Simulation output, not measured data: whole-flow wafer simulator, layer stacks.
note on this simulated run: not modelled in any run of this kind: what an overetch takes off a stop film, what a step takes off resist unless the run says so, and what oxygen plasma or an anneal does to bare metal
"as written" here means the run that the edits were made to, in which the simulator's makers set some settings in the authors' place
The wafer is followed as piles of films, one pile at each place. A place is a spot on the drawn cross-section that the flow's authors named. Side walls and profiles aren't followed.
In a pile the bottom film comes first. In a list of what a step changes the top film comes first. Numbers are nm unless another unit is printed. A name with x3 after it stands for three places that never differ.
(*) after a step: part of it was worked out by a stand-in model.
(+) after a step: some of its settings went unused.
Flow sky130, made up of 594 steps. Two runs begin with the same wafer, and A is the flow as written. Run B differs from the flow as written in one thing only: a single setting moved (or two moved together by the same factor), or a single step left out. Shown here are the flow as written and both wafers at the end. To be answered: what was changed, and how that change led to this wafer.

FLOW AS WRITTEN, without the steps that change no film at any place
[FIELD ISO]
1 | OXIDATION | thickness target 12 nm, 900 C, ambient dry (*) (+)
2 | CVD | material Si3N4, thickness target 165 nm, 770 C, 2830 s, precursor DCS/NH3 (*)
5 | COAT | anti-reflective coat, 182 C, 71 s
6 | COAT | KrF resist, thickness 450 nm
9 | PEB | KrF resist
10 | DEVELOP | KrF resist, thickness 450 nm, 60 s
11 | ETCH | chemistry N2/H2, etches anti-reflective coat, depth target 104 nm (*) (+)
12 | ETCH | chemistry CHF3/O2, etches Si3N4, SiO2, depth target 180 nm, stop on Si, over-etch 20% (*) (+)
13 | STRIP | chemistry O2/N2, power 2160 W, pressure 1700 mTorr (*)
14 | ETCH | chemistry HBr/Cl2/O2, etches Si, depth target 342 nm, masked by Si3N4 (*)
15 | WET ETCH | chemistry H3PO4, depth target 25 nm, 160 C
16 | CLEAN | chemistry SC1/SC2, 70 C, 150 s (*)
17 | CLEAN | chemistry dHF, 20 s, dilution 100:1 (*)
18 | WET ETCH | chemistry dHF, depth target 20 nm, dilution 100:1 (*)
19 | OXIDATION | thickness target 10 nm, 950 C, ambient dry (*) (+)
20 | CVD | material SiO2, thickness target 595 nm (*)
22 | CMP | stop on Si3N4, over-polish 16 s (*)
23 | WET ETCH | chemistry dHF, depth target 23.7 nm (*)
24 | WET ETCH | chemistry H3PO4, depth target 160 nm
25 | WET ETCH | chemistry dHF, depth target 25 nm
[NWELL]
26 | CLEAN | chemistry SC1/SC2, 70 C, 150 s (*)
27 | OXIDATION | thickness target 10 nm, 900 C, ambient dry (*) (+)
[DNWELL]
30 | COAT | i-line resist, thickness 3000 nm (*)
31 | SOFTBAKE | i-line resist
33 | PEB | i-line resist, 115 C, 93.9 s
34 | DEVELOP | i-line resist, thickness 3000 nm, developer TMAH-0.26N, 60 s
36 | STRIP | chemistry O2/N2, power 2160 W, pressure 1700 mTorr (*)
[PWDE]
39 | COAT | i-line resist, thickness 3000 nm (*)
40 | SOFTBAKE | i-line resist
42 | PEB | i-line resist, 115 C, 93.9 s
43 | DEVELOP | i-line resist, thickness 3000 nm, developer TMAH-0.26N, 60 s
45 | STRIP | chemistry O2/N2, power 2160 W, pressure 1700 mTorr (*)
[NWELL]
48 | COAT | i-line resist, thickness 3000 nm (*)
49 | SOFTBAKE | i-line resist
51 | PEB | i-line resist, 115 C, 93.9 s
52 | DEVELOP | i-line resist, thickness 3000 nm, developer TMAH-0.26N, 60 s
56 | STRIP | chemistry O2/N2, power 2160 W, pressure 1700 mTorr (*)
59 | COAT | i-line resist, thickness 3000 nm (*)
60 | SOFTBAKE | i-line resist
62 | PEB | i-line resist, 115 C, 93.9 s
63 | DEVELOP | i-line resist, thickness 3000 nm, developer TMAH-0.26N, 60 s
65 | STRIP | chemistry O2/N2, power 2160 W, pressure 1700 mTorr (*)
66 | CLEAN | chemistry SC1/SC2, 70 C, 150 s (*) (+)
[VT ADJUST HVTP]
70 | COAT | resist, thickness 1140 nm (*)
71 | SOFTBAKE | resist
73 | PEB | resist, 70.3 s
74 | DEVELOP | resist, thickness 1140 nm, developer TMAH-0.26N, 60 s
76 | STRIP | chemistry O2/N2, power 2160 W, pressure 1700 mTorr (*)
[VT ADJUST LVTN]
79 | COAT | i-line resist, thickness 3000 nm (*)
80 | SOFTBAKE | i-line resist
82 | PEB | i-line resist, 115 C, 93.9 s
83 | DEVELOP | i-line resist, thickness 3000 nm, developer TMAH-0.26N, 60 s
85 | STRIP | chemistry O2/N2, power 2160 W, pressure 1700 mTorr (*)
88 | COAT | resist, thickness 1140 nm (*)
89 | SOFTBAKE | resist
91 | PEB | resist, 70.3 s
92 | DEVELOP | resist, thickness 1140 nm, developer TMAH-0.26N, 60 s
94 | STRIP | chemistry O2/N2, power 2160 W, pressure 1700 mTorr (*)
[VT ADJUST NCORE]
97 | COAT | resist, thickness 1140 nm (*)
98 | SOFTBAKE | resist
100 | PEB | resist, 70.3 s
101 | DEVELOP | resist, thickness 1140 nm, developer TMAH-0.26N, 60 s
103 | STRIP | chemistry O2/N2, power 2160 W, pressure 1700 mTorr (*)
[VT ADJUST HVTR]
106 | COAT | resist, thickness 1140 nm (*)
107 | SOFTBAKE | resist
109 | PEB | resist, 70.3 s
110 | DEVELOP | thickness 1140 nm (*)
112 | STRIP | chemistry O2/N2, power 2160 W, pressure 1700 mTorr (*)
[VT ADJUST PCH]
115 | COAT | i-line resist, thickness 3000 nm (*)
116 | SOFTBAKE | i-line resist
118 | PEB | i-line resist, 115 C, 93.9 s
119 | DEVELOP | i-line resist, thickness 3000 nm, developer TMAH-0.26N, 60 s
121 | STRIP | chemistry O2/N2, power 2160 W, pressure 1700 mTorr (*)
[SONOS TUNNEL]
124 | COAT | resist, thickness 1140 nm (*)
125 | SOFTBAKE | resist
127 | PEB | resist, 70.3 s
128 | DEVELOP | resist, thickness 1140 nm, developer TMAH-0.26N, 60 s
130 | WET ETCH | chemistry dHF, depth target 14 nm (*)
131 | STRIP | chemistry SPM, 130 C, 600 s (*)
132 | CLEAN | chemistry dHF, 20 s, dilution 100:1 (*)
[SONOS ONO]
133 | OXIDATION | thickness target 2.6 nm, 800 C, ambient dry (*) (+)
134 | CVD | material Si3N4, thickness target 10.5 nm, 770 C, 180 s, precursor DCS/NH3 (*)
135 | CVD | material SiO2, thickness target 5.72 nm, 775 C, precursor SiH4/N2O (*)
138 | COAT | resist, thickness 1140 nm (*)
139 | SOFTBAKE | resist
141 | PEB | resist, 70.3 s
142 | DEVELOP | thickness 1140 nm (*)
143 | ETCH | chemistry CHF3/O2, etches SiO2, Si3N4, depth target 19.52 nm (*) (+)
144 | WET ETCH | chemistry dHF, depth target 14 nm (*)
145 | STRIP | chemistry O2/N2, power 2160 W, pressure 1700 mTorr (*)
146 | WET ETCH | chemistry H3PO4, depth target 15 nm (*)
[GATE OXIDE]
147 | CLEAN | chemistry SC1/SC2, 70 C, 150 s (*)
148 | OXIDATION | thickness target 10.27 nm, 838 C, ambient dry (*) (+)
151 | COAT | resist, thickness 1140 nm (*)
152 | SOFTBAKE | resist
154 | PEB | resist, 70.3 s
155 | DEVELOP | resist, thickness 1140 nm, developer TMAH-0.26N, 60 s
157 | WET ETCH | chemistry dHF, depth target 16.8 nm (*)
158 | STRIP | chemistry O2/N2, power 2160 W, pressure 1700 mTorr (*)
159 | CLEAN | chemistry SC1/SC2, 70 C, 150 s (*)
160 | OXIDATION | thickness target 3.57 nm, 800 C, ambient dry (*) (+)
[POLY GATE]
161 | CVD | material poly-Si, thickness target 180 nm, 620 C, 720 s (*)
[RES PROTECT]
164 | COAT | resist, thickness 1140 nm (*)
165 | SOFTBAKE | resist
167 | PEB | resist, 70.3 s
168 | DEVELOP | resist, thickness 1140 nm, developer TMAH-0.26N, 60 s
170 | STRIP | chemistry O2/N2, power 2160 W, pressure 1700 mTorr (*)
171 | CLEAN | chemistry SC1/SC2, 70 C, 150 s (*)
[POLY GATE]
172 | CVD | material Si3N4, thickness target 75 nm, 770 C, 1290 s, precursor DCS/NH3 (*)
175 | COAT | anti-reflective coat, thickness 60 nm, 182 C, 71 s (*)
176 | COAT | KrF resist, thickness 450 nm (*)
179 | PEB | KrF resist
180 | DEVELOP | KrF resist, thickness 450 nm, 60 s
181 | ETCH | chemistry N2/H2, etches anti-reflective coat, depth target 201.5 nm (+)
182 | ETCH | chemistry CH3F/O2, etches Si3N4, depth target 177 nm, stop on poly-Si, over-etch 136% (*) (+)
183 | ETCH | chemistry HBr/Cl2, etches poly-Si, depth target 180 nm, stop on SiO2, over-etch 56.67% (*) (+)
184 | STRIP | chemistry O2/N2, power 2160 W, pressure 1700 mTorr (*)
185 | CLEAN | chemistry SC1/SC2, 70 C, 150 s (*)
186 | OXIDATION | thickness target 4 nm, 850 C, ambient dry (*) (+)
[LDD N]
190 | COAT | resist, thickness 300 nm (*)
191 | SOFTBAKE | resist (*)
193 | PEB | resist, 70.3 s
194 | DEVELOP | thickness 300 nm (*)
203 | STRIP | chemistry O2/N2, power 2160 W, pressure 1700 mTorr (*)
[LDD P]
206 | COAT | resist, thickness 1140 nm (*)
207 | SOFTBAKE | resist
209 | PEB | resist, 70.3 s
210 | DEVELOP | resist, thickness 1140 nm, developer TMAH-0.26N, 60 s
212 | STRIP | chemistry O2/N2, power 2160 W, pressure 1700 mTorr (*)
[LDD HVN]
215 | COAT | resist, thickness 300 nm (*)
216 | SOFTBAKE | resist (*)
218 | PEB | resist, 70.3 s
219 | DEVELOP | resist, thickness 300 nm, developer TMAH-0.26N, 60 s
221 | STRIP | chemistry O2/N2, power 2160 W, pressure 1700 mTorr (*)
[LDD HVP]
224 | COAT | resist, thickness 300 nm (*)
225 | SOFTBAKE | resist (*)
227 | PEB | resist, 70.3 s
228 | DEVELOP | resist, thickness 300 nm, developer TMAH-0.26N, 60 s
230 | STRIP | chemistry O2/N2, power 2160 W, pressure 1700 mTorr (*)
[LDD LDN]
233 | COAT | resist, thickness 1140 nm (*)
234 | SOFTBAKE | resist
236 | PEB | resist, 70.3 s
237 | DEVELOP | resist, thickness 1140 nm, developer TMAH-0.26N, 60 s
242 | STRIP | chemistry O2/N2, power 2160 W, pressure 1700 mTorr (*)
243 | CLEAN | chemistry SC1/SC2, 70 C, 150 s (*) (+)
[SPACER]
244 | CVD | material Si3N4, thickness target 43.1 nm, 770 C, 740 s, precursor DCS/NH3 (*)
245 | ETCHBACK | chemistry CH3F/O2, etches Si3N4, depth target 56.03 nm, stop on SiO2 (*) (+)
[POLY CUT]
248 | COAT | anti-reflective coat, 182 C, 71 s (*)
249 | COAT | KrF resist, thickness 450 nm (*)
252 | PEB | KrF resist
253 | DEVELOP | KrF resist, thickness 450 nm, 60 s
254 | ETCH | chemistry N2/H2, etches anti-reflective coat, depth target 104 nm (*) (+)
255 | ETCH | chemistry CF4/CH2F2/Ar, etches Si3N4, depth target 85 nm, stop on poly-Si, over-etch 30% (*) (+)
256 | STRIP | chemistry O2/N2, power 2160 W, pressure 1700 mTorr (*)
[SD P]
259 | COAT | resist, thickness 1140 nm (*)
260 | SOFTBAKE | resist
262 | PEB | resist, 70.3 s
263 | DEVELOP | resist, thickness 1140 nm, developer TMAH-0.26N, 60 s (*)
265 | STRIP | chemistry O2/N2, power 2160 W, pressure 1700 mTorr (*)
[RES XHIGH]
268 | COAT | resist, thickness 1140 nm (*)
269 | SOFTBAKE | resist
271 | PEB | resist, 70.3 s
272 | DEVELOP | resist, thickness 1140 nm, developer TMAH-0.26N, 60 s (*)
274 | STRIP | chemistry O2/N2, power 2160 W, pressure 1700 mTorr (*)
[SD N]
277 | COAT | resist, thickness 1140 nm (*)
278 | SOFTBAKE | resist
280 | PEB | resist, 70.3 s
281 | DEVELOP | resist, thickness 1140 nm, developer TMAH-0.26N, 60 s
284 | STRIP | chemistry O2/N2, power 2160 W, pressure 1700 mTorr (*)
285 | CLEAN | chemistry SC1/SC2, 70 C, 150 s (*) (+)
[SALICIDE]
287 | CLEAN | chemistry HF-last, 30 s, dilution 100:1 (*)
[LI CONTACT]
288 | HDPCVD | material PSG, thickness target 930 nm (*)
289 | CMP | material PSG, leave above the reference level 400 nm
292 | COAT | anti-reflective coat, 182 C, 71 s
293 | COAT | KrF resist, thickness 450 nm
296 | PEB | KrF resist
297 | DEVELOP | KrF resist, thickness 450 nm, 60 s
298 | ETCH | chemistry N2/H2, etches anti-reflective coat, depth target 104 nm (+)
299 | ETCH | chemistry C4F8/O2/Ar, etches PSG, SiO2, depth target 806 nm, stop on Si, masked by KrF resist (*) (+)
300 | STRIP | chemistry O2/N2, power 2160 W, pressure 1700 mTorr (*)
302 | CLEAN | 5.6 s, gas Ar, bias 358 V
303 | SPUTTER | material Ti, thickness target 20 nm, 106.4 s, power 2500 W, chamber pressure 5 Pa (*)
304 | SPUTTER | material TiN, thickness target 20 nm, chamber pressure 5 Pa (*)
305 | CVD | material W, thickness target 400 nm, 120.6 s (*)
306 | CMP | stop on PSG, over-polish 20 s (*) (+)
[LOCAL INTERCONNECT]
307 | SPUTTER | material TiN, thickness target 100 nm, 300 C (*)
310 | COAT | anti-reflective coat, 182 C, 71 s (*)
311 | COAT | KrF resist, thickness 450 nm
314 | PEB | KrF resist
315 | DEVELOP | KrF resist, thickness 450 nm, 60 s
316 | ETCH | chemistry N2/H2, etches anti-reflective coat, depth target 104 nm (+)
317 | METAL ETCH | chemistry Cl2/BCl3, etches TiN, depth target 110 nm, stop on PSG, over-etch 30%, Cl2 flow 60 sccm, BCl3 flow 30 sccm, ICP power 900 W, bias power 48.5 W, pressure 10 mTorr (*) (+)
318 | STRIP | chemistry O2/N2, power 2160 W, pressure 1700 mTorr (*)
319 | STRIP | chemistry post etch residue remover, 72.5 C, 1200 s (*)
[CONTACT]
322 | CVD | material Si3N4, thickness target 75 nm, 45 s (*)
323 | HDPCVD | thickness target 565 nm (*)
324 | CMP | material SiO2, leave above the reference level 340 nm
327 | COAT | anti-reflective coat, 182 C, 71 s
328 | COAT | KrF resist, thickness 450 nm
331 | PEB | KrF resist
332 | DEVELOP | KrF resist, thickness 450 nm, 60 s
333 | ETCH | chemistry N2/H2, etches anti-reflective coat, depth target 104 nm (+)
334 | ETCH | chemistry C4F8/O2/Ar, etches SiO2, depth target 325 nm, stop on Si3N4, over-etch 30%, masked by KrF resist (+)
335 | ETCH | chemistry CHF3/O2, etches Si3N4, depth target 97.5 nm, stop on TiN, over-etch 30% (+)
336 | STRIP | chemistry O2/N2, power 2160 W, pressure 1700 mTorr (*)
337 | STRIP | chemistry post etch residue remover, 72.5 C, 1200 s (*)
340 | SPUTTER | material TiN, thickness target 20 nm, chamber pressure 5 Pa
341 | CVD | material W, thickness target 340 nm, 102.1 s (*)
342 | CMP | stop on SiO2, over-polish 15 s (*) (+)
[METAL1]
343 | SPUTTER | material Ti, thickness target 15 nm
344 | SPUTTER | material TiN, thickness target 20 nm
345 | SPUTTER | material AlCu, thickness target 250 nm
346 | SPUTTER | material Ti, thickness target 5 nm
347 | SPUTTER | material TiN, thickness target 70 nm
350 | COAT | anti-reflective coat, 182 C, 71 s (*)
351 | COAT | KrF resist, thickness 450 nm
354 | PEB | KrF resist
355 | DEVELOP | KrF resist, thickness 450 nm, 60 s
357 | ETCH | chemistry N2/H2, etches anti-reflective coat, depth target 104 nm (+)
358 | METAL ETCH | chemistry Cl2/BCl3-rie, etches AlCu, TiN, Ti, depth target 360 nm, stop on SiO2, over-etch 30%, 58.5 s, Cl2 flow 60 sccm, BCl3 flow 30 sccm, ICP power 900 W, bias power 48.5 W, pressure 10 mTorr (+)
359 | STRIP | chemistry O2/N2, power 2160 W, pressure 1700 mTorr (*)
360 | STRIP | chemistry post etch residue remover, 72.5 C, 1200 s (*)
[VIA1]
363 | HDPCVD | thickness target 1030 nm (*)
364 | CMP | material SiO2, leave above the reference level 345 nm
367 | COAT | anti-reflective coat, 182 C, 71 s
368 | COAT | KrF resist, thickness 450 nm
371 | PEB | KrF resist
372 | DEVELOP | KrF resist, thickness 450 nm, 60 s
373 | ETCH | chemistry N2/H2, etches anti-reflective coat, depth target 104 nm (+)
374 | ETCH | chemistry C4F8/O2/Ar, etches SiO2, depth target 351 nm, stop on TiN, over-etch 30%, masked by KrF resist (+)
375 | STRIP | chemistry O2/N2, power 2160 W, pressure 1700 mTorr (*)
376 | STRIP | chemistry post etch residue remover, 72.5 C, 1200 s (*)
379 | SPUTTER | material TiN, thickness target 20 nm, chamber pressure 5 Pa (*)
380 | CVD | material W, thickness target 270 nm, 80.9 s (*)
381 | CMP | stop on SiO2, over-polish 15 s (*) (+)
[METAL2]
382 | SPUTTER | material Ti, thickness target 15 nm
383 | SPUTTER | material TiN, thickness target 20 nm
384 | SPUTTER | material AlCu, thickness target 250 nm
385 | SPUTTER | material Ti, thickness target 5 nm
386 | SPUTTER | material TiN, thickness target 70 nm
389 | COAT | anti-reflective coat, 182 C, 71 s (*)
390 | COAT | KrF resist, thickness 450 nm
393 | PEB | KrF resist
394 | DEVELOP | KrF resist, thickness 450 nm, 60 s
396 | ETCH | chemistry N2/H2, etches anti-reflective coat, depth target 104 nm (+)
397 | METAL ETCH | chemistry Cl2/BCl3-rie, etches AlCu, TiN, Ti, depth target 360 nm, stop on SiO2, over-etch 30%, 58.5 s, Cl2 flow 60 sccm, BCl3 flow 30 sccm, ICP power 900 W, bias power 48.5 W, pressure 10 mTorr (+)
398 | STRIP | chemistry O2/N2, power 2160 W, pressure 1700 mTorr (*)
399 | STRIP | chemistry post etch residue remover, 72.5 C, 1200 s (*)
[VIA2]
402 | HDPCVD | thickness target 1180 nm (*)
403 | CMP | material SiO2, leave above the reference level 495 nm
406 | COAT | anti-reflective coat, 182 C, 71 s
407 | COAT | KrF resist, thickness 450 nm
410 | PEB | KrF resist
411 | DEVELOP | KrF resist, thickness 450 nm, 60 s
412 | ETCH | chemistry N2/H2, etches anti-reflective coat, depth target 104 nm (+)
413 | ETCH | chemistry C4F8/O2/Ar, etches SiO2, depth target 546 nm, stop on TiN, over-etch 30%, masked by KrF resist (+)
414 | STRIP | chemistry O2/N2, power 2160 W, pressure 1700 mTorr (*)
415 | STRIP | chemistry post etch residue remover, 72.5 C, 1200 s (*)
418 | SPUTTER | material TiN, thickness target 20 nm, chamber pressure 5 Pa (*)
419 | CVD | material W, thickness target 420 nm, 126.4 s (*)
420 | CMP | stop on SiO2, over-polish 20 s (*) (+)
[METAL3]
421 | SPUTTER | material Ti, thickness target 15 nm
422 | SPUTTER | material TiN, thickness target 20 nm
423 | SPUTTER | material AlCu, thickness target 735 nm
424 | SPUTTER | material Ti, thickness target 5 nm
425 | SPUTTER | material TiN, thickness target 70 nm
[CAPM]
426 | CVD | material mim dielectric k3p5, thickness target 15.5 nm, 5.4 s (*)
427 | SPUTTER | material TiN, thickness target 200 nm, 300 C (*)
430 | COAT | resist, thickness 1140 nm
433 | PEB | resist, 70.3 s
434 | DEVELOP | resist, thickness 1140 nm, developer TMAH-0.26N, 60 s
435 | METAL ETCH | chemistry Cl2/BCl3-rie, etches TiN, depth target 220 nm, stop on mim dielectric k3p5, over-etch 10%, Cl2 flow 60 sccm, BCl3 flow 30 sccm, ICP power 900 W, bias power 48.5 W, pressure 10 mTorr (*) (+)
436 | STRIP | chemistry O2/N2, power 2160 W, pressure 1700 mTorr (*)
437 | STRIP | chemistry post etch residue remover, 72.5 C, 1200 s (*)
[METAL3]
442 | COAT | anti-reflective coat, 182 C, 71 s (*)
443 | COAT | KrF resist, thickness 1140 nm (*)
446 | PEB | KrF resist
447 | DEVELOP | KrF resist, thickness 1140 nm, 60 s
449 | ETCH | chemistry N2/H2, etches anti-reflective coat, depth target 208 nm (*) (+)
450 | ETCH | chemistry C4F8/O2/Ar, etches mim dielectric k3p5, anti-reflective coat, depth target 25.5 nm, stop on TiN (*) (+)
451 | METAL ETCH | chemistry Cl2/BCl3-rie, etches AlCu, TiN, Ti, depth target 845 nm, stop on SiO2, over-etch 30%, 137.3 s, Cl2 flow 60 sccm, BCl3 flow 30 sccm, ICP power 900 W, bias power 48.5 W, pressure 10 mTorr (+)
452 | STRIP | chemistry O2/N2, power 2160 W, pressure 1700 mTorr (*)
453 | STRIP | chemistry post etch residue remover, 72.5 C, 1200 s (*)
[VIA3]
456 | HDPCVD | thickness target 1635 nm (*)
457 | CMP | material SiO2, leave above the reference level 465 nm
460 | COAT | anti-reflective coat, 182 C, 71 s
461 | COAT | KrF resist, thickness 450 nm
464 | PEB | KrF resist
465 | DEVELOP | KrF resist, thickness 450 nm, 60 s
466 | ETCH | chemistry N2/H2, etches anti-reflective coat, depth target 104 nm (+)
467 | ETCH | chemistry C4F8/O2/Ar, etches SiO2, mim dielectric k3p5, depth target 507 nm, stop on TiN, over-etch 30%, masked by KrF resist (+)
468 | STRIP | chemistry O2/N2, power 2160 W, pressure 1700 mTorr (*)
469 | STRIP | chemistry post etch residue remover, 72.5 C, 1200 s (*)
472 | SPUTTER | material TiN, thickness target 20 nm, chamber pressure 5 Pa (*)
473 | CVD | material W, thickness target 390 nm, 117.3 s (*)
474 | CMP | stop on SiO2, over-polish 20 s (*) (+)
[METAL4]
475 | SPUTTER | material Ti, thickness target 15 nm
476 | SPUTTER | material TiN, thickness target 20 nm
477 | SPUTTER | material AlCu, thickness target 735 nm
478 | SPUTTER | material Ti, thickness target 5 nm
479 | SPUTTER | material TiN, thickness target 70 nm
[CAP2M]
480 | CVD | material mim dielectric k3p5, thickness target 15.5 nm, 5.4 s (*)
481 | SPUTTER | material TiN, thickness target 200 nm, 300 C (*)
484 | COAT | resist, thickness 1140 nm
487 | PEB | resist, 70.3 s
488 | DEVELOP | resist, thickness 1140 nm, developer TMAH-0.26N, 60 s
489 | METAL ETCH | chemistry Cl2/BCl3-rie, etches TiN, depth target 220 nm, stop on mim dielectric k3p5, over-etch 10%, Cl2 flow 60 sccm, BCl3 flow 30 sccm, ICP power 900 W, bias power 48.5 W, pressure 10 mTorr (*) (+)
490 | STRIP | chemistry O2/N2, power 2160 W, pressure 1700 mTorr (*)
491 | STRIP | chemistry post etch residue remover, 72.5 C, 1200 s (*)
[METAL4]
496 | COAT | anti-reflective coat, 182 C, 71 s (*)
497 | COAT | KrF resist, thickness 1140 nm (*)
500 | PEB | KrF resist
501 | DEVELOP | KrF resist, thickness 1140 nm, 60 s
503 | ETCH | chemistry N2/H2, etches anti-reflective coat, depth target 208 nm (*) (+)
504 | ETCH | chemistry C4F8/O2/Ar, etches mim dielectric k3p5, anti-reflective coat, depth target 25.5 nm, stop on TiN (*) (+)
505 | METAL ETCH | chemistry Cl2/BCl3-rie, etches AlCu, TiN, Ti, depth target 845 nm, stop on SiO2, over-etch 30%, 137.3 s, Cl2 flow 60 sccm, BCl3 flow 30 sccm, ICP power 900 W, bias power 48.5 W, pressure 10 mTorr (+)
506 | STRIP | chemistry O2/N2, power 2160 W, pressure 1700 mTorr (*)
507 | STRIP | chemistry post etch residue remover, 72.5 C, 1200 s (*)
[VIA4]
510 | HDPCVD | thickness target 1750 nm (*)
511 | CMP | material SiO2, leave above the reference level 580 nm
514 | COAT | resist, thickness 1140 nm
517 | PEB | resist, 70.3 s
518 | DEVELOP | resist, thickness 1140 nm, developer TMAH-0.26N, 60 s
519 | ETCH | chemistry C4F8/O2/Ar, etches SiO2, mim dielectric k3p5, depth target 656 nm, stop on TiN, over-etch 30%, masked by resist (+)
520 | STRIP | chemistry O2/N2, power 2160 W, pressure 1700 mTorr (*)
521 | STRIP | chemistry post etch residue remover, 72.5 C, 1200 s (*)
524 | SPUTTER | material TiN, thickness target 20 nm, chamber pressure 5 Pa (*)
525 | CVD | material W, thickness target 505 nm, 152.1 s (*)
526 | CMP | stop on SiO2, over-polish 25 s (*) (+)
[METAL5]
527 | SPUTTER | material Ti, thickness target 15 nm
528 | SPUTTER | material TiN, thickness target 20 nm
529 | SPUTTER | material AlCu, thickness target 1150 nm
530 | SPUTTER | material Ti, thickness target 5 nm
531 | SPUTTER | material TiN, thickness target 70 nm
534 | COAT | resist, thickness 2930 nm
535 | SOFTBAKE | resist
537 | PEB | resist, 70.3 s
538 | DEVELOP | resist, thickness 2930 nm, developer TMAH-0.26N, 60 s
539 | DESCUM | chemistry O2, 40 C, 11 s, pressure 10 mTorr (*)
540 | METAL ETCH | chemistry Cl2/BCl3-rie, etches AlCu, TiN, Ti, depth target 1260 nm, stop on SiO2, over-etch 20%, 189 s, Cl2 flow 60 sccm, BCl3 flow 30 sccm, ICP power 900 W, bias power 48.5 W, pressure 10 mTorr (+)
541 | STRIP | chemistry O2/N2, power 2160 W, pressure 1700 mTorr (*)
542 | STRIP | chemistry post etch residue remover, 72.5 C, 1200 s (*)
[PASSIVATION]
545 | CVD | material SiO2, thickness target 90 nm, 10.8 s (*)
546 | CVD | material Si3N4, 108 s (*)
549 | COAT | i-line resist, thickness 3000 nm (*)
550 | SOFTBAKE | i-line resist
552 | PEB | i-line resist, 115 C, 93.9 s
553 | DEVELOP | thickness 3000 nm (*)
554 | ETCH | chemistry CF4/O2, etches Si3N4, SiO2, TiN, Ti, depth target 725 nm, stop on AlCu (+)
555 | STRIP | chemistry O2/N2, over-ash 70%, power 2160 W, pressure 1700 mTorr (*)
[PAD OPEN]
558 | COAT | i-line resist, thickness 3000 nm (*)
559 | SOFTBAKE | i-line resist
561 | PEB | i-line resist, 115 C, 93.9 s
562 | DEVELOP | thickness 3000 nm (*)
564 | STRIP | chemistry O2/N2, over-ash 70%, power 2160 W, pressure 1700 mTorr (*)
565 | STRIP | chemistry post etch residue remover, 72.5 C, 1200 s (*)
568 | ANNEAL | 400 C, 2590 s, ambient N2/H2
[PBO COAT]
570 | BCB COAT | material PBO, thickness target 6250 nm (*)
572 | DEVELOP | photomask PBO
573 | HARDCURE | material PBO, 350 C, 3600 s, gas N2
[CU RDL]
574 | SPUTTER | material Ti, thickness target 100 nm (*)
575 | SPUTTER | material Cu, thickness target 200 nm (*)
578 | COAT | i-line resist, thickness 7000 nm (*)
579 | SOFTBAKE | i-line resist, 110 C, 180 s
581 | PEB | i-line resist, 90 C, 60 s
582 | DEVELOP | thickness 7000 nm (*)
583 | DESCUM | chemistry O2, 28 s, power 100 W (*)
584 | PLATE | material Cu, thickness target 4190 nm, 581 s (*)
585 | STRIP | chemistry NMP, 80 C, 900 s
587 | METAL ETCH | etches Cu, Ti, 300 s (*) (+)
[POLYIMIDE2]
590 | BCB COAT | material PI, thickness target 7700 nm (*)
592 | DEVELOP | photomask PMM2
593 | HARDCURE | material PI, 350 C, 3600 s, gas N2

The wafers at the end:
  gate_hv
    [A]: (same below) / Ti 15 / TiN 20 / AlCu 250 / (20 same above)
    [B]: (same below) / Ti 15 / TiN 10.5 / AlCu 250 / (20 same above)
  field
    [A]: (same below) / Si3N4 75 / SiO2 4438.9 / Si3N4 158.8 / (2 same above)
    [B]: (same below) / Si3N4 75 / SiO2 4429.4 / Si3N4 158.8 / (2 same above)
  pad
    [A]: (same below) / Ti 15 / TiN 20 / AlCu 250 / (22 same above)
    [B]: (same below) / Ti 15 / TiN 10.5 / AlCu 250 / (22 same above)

The reason: step 383, SPUTTER: thickness target 10.5 nm was run, whereas the flow has thickness target 20 nm.
The wafer lets one read it off: gate_hv has TiN 10.5, and step 383 as written asks for 20 nm.

How this came from the change, step by step:
  383 | SPUTTER | material TiN, thickness target 20 nm
      field, active, n_well and 188 more: A +20 TiN (new film) | B +10.5 TiN (new film)
  397 | METAL ETCH | chemistry Cl2/BCl3-rie, etches AlCu, TiN, Ti, depth target 360 nm, stop on SiO2, over-etch 30%, 58.5 s, Cl2 flow 60 sccm, BCl3 flow 30 sccm, ICP power 900 W, bias power 48.5 W, pressure 10 mTorr (+)
      field, active, gate and 82 more: A -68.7 TiN (all of it), -5 Ti (all of it), -250 AlCu (all of it), -20 TiN (all of it), -15 Ti (all of it), -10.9 SiO2 | B -68.7 TiN (all of it), -5 Ti (all of it), -250 AlCu (all of it), -10.5 TiN (all of it), -15 Ti (all of it), -11.9 SiO2
  403 | CMP | material SiO2, leave above the reference level 495 nm
      field, active, gate and 82 more: A -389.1 SiO2 | B -397.6 SiO2
